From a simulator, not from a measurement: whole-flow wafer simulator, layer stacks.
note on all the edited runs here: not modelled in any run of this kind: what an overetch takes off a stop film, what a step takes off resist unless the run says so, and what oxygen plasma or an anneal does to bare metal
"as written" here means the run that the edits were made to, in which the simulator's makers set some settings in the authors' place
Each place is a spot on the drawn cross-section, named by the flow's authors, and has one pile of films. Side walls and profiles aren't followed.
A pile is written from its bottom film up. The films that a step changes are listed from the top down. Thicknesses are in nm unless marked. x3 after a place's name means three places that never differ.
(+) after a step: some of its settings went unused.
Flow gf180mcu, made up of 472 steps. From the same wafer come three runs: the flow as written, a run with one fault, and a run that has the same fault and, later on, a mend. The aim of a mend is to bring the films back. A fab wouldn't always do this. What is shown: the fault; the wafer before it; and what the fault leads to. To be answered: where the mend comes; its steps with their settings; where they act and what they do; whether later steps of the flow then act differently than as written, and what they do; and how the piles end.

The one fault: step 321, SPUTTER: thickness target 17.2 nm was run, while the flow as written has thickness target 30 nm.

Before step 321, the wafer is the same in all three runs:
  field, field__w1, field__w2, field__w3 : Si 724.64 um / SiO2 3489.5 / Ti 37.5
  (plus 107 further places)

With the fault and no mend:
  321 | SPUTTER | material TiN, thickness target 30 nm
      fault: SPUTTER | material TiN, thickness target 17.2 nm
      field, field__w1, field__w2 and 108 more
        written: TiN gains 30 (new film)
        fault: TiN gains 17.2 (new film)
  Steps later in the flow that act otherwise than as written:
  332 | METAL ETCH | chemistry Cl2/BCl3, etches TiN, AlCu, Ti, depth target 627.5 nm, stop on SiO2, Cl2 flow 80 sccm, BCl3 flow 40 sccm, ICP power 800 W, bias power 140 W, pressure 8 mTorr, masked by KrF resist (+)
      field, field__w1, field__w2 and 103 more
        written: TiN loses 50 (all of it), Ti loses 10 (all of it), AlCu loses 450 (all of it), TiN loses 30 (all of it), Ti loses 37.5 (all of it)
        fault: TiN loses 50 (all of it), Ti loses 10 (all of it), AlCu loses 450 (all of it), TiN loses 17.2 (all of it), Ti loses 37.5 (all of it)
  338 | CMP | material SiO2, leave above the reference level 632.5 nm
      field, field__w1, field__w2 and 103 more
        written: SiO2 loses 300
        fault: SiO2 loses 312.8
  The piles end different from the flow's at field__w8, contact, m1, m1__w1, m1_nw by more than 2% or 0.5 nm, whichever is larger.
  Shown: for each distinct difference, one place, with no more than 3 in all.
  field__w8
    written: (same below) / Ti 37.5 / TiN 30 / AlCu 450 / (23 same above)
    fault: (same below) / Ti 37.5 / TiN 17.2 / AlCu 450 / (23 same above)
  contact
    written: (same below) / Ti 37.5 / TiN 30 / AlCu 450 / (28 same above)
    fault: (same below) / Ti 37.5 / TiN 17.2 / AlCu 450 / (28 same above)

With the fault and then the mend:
  The mend stands after step 321.
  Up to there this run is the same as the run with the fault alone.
  321a | SPUTTER | material TiN, thickness target 12.8 nm (a further turn of the flow's step 321, with different settings)
      field, field__w1, field__w2 and 108 more
        TiN gains 12.8
  Every later step of the flow that is run acts as written at every place that is followed.
  By the end, the piles equal the flow's at every place that both follow.
